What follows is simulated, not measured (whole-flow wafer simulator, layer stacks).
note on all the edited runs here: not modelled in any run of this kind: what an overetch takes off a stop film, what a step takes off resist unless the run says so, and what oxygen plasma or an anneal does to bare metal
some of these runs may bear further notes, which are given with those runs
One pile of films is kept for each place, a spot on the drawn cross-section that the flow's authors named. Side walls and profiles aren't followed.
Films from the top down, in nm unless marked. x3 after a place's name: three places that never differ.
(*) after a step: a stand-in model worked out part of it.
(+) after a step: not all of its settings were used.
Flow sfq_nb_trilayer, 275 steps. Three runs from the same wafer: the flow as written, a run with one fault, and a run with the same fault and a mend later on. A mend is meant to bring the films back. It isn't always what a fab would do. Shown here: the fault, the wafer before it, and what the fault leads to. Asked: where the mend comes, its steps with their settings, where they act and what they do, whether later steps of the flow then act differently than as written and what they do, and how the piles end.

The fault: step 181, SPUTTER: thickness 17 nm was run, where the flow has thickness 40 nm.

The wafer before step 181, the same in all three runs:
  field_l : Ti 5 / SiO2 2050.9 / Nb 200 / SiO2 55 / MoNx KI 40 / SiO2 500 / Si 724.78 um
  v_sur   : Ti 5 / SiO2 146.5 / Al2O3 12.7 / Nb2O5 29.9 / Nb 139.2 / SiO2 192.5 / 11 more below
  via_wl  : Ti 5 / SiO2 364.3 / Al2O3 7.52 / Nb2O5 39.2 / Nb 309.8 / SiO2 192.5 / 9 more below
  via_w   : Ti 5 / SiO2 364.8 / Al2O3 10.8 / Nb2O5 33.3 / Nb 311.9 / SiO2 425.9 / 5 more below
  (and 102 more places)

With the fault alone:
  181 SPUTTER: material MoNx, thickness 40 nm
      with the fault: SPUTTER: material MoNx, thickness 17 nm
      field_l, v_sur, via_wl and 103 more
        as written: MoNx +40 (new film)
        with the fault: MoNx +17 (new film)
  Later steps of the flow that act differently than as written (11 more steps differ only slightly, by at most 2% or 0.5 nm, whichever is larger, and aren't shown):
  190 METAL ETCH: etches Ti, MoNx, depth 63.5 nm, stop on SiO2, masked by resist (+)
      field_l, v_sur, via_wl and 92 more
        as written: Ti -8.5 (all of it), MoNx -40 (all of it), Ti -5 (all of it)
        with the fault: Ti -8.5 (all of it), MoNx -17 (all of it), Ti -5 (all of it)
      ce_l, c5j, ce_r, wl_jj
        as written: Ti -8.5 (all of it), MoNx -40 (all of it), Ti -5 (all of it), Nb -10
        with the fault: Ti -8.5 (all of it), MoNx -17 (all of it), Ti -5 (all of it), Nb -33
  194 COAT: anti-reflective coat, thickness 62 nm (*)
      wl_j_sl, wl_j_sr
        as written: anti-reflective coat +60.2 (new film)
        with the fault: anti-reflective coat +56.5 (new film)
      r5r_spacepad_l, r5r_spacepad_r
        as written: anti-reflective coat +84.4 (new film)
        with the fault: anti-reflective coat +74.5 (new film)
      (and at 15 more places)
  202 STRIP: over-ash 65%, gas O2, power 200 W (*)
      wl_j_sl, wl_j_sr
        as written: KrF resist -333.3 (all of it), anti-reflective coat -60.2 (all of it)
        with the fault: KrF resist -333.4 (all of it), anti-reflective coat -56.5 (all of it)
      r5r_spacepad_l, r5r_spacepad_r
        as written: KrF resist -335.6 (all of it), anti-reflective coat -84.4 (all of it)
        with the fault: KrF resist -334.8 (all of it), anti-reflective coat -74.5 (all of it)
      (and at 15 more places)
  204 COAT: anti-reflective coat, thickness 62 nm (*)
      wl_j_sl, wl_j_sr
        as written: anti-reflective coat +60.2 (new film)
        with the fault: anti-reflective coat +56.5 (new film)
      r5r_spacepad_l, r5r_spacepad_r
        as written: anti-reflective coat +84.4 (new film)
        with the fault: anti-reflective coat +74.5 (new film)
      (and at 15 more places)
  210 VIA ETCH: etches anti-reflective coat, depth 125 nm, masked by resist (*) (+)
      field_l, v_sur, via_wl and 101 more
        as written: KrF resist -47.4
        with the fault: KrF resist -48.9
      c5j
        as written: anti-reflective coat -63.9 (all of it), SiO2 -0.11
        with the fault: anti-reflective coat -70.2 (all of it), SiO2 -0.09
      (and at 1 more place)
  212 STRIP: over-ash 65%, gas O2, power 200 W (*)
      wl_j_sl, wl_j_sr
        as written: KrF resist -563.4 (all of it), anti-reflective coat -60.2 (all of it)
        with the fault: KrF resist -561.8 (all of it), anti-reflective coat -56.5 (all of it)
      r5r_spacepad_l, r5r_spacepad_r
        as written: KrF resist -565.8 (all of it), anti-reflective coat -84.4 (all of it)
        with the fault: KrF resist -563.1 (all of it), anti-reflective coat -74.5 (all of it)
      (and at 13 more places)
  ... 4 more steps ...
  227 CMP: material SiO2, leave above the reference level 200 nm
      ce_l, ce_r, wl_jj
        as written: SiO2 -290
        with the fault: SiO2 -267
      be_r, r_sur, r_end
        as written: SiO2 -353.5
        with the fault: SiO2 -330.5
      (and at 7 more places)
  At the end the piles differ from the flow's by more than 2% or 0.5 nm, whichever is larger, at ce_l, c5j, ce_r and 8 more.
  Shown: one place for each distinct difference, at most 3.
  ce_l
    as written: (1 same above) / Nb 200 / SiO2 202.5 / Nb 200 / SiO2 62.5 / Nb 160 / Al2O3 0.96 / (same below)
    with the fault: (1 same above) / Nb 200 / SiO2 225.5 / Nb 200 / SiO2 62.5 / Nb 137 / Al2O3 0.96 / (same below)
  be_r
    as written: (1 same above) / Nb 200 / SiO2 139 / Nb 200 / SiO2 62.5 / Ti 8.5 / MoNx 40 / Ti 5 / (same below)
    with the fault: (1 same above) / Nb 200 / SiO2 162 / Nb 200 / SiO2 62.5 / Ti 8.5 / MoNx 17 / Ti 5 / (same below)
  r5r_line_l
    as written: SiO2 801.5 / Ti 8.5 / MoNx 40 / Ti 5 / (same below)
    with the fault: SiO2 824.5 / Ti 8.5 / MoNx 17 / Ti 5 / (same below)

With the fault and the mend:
  The mend comes after step 181.
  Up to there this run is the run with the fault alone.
  181a SPUTTER: material MoNx, thickness 23 nm (the flow's step 181 once more, with other settings)
      field_l, v_sur, via_wl and 103 more
        MoNx +23
  No later step of the flow acts differently than as written at any place that is followed.
  At the end the piles are the same as the flow's at every place that both follow.
